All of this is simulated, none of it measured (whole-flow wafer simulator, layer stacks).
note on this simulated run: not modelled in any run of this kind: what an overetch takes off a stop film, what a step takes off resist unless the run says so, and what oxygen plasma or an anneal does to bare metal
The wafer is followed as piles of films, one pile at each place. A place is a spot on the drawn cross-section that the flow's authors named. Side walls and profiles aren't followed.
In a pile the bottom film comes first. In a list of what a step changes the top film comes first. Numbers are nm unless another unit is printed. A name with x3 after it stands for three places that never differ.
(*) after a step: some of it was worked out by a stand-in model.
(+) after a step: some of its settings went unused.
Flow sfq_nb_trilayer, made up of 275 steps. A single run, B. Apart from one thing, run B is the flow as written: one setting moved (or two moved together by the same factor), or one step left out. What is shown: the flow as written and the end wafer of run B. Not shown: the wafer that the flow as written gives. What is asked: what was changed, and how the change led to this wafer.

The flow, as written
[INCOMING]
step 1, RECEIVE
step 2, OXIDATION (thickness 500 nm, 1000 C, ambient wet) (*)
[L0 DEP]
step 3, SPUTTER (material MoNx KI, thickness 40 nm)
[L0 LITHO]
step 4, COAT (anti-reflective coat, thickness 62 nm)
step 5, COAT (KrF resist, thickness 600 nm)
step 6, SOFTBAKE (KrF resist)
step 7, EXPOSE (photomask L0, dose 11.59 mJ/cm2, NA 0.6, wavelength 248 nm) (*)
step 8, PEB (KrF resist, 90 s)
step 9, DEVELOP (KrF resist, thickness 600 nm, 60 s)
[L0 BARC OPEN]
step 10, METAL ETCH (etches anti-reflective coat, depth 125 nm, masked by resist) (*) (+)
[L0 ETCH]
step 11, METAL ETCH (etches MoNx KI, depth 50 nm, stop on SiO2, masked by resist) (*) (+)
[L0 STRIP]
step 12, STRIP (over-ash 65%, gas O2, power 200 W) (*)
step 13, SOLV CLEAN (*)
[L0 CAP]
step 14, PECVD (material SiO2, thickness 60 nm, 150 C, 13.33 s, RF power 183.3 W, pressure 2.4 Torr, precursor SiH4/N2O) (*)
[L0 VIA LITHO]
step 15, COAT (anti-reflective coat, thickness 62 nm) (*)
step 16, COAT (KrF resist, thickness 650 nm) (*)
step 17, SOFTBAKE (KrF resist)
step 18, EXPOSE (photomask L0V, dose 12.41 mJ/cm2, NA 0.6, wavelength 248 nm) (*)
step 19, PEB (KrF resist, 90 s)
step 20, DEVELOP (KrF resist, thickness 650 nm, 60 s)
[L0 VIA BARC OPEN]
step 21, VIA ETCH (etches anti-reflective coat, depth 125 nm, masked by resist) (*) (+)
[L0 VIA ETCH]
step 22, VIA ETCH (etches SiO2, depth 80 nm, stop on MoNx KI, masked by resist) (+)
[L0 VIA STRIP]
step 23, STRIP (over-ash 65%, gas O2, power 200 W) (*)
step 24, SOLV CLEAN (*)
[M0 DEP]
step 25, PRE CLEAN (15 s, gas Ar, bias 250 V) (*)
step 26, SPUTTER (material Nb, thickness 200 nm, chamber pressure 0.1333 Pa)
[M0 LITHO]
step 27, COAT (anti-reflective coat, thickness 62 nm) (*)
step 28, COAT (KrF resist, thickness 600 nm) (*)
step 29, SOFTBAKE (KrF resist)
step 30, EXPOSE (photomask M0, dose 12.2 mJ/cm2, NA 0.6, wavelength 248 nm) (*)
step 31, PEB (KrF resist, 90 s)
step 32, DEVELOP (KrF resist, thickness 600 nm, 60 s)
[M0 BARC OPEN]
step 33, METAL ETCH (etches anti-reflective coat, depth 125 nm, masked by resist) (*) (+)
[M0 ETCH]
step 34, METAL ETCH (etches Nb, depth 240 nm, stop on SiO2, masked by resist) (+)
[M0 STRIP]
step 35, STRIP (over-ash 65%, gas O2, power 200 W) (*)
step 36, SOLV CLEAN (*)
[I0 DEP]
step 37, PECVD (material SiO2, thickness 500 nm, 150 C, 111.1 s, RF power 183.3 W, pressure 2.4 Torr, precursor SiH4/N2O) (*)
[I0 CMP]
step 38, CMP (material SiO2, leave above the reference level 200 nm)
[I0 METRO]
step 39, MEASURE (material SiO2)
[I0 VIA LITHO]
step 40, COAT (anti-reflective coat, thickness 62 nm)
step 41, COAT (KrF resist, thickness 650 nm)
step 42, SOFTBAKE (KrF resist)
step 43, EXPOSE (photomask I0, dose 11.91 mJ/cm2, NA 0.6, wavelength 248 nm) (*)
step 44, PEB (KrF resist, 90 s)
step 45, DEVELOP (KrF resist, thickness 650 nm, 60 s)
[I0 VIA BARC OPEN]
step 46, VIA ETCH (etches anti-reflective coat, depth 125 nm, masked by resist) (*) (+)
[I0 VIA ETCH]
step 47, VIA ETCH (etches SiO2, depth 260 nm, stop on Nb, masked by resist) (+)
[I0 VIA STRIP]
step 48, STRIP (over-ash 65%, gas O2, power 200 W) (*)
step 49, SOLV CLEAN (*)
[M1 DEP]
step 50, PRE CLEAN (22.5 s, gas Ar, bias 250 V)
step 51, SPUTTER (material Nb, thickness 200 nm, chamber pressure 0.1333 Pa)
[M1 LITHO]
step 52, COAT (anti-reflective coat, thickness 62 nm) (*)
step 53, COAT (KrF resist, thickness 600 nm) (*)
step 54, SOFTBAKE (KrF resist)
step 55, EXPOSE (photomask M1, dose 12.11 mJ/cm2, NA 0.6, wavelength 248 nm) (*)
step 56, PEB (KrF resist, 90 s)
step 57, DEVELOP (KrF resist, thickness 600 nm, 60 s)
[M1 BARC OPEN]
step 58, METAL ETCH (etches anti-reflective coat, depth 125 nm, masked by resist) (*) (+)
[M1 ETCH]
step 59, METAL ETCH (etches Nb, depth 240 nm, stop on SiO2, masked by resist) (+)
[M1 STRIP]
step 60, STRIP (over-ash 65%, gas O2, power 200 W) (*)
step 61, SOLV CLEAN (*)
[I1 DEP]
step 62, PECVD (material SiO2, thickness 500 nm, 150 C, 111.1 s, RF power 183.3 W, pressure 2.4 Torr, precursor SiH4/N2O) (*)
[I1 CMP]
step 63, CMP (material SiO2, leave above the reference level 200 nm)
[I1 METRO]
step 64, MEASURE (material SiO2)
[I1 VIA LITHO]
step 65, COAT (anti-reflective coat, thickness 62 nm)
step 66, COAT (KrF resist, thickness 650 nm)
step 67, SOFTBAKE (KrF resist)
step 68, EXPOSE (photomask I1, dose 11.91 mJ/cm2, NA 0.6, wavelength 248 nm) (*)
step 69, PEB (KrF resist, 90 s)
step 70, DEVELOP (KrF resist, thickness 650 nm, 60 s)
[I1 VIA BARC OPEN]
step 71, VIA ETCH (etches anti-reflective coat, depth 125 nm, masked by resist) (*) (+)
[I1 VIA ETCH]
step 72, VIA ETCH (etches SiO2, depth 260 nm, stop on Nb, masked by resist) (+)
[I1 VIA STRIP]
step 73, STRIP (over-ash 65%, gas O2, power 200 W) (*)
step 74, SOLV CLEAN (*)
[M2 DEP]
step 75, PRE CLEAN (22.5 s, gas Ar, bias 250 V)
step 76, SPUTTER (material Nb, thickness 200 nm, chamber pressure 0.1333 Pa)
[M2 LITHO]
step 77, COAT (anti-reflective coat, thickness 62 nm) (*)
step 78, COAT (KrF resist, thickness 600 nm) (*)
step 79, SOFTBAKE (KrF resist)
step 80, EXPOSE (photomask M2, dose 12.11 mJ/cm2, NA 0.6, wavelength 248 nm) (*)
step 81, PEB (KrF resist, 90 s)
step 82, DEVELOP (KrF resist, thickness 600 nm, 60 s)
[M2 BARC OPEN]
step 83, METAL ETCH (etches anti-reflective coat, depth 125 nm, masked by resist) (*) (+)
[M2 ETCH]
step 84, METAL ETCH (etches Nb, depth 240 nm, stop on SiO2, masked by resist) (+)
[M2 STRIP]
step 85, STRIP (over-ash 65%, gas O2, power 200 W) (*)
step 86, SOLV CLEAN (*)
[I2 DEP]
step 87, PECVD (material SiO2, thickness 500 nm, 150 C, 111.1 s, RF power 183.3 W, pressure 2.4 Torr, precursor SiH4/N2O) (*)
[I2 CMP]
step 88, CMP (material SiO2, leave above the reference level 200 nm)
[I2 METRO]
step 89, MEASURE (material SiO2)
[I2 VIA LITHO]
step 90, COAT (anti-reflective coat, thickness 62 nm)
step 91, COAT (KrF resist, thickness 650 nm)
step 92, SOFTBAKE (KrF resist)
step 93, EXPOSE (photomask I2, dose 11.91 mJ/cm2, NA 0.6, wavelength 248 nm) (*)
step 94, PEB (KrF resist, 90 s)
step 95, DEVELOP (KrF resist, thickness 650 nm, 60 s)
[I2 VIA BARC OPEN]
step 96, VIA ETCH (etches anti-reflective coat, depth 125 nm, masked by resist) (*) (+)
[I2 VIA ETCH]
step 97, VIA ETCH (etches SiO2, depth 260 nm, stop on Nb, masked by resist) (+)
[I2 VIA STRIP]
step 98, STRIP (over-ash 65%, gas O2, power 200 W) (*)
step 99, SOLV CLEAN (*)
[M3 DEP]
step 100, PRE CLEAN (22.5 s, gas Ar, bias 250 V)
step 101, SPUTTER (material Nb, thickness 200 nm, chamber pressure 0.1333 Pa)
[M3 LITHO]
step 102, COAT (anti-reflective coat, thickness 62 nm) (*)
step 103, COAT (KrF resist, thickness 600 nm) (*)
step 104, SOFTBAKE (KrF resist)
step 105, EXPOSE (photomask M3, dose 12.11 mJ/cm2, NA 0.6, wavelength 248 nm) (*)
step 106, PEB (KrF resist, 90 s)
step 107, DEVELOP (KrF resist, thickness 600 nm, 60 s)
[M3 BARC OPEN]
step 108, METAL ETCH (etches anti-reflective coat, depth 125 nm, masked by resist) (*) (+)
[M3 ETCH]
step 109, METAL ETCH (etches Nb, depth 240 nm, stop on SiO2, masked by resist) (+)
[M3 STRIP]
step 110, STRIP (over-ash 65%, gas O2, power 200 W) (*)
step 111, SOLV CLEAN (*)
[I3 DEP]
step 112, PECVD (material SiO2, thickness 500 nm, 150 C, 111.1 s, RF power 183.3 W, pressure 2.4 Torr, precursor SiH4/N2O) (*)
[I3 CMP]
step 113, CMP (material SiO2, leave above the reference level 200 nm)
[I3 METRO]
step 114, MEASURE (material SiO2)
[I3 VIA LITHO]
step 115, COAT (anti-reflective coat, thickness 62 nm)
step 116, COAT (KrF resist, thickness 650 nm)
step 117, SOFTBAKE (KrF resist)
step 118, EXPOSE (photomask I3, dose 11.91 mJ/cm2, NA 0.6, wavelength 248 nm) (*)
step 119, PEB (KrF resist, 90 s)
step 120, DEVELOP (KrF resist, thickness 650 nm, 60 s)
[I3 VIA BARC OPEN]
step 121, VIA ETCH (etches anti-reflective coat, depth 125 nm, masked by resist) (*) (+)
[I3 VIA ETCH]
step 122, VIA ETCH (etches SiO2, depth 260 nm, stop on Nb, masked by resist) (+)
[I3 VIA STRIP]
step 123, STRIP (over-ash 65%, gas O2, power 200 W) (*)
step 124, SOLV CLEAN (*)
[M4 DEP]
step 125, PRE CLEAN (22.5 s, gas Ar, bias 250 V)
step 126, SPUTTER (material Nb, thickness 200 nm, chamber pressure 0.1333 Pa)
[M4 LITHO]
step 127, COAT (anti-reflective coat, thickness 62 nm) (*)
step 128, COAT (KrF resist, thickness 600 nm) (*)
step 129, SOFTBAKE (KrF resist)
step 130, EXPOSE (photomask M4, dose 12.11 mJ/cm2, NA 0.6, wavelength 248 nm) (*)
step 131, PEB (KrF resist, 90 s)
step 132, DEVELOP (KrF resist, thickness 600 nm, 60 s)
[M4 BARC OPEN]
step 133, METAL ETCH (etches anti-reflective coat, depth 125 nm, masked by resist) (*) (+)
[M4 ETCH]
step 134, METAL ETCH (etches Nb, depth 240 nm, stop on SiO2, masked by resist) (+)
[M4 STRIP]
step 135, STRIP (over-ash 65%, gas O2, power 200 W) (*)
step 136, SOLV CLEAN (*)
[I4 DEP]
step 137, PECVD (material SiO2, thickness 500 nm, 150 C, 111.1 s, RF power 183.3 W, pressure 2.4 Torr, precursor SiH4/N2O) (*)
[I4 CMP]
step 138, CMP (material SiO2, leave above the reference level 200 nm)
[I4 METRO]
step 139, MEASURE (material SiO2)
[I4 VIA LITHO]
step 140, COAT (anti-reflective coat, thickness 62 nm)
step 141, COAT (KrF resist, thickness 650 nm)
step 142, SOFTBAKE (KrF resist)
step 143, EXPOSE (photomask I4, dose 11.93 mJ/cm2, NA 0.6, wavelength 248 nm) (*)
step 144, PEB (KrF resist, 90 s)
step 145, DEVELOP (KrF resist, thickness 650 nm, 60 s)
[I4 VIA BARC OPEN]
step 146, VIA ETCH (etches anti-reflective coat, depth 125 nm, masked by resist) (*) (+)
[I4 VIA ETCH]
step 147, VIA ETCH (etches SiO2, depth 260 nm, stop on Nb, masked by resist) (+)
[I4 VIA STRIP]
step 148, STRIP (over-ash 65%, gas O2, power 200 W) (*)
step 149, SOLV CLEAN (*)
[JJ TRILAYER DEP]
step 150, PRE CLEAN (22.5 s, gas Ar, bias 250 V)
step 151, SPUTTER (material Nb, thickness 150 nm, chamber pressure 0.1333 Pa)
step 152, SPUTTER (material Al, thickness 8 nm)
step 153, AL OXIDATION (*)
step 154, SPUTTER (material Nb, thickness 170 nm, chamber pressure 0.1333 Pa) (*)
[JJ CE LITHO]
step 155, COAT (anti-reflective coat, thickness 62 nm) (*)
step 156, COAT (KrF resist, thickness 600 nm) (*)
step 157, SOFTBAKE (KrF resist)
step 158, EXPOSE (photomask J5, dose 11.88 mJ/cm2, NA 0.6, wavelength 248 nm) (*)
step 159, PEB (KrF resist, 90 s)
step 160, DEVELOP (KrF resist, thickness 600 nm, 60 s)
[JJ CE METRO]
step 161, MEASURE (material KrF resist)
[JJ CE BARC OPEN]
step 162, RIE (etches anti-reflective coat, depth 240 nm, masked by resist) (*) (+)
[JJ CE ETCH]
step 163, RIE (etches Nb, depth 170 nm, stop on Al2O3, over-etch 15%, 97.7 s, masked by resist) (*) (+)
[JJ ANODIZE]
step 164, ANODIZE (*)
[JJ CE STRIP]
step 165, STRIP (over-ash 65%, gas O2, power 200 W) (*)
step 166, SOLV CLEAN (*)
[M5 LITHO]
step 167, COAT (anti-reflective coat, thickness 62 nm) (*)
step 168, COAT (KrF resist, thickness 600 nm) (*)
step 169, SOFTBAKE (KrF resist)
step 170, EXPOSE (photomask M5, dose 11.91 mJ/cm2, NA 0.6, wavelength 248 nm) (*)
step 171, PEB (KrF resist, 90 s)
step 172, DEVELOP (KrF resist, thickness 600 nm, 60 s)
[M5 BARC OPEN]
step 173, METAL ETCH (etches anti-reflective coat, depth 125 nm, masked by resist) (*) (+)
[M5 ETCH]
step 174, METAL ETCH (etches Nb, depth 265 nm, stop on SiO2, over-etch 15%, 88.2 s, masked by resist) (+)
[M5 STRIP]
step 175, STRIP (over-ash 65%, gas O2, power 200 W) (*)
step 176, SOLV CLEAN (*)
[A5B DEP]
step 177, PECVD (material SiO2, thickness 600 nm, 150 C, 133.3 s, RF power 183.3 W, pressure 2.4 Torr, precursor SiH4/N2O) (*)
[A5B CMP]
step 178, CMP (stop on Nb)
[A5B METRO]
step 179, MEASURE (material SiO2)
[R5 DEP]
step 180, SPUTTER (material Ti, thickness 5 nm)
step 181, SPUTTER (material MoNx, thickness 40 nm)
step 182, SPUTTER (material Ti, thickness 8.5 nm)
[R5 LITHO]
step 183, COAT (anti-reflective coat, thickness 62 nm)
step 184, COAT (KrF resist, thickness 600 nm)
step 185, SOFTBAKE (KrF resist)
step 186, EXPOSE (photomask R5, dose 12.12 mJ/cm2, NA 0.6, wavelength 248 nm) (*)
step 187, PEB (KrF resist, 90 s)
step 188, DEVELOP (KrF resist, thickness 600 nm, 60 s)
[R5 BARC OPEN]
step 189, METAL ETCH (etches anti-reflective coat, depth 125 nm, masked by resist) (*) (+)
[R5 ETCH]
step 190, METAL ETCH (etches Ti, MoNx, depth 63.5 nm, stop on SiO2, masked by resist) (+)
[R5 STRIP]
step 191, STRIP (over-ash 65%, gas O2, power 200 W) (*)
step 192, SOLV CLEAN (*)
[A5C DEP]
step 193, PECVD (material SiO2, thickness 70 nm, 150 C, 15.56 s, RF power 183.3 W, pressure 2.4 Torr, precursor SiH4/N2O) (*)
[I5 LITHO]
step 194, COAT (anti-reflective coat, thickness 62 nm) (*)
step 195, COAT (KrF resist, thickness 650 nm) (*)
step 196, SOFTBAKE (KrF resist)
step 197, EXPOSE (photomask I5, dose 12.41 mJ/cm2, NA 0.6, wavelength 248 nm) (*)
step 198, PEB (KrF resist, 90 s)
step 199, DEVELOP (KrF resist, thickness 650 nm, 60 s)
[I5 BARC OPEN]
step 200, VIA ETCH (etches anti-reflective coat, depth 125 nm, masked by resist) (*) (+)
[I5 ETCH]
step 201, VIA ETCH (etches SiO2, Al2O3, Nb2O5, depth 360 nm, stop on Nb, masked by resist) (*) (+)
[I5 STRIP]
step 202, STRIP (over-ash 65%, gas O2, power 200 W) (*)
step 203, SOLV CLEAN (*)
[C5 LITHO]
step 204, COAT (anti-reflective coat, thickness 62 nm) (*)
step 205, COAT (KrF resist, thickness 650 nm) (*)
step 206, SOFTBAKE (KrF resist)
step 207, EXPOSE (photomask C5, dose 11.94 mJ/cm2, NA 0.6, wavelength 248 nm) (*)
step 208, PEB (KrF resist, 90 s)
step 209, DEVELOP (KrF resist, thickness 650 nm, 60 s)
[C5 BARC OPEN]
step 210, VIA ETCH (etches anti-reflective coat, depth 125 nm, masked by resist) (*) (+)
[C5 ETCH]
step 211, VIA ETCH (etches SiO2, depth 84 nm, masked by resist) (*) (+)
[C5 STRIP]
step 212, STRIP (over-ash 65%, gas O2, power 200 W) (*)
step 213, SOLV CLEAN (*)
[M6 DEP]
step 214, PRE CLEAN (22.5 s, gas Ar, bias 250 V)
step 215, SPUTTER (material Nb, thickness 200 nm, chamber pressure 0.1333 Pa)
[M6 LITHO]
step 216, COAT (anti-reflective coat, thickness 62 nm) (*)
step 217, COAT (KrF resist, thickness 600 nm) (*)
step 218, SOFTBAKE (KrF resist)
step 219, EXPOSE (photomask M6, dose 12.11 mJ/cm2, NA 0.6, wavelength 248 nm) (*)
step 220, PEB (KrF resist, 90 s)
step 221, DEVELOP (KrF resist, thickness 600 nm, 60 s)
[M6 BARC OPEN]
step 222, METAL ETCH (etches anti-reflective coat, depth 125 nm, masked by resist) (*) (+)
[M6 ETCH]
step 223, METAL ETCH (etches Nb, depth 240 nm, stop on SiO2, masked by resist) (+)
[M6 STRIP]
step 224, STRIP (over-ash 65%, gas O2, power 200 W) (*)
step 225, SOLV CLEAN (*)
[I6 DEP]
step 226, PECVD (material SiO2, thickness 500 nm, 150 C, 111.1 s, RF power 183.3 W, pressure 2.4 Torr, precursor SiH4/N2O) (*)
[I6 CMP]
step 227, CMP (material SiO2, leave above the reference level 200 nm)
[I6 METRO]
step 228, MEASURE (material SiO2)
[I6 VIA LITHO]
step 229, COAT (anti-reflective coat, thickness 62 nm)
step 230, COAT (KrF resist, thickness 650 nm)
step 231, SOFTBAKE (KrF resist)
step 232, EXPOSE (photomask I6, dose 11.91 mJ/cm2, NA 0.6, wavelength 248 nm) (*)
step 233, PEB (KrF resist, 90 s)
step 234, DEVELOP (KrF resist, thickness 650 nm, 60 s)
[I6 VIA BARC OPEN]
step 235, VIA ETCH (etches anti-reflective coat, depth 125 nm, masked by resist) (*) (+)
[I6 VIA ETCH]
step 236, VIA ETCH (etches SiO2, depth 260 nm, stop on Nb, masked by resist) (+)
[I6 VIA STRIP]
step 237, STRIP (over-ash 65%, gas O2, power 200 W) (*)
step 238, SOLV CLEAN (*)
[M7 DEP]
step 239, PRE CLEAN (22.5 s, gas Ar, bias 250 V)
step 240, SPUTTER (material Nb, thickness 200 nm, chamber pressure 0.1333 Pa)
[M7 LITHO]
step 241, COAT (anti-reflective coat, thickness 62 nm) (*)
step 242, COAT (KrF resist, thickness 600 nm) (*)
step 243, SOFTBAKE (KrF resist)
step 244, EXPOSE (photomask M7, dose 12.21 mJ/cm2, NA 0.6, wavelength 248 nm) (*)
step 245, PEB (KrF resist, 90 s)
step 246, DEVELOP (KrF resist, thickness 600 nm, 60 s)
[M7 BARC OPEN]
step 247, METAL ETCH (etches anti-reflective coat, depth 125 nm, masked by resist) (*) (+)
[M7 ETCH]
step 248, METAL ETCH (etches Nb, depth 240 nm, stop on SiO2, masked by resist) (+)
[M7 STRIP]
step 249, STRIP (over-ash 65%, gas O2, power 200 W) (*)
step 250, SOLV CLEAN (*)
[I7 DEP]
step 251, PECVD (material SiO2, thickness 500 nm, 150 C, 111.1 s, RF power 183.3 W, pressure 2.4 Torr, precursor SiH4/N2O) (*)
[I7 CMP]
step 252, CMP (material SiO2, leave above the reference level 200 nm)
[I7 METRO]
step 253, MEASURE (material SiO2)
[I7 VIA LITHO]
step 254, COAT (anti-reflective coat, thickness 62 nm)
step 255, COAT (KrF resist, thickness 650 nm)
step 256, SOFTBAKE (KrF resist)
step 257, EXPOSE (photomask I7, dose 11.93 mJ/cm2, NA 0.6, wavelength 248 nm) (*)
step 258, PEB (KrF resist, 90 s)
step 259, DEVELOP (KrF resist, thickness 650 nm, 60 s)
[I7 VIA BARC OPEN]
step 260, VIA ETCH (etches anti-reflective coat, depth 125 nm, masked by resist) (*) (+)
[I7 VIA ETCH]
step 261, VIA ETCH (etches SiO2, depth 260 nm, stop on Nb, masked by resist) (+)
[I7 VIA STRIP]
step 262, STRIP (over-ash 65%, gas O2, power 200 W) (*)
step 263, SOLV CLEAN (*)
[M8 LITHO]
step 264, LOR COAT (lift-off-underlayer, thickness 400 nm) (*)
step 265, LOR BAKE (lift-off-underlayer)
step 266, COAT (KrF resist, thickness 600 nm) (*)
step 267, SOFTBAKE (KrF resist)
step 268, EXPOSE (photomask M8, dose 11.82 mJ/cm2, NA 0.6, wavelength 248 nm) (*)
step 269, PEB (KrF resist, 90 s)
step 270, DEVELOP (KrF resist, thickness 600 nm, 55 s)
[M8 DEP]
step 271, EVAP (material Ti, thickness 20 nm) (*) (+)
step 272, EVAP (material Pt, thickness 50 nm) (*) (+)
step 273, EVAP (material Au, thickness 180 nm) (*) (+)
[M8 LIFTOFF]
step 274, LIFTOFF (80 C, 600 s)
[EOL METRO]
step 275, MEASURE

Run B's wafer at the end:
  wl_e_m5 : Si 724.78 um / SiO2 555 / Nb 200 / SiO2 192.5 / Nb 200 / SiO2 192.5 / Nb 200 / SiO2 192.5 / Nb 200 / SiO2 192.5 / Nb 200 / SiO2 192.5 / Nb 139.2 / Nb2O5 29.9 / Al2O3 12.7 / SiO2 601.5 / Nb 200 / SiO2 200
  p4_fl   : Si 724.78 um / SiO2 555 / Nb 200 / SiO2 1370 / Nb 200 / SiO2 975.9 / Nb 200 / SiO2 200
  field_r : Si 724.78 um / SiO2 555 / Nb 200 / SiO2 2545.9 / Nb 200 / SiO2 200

Cause: step 248, METAL ETCH: etches Nb, depth 240 nm, stop on SiO2, masked by resist (+), was omitted.

Step by step, how the change led to this:
  step 249, STRIP (over-ash 65%, gas O2, power 200 W) (*)
      wl_j_sl, wl_jj, wl_j_sr and 14 more: -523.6 KrF resist (all of it), -62 anti-reflective coat (all of it) (in the flow as written it would be: -382.4 KrF resist (all of it), -62 anti-reflective coat (all of it))
      ln_m5, lsp_m, ln_m6, lsp_r: -523.1 KrF resist (all of it), -61.8 anti-reflective coat (all of it) (in the flow as written it would be: -381.9 KrF resist (all of it), -61.8 anti-reflective coat (all of it))
      (and at 20 other places as well)
  step 251, PECVD (material SiO2, thickness 500 nm, 150 C, 111.1 s, RF power 183.3 W, pressure 2.4 Torr, precursor SiH4/N2O) (*)
      field_l, p4_fl, p4_fm and 56 more: +500 SiO2 (new film) (in the flow as written it would be: +500 SiO2)
      field_r, lsp_l: +500 SiO2 (new film) (in the flow as written it would be: +477.7 SiO2)
      (and at 4 other places as well)
  step 252, CMP (material SiO2, leave above the reference level 200 nm)
      field_l, p4_fl, p4_fm and 56 more: -300 SiO2 (in the flow as written it would be: -100 SiO2)
      field_r, lsp_l: -300 SiO2 (in the flow as written it would be: -77.7 SiO2)
      (and at 4 other places as well)
With metal films that touch counted as one body, wl_e_m5 has 7 bodies (between them, from the top down: SiO2 601.5 / Al2O3 12.7 / Nb2O5 29.9; SiO2 192.5; SiO2 192.5; SiO2 192.5; SiO2 192.5; SiO2 192.5); the flow as written gives 6 bodies (between them, from the top down: SiO2 192.5; SiO2 192.5; SiO2 192.5; SiO2 192.5; SiO2 192.5).
With metal films that touch counted as one body, p4_fl has 3 bodies (between them, from the top down: SiO2 975.9; SiO2 1370); the flow as written gives 2 bodies (between them, from the top down: SiO2 1370).
With metal films that touch counted as one body, field_r has 2 bodies (between them, from the top down: SiO2 2545.9); the flow as written gives 1 body.
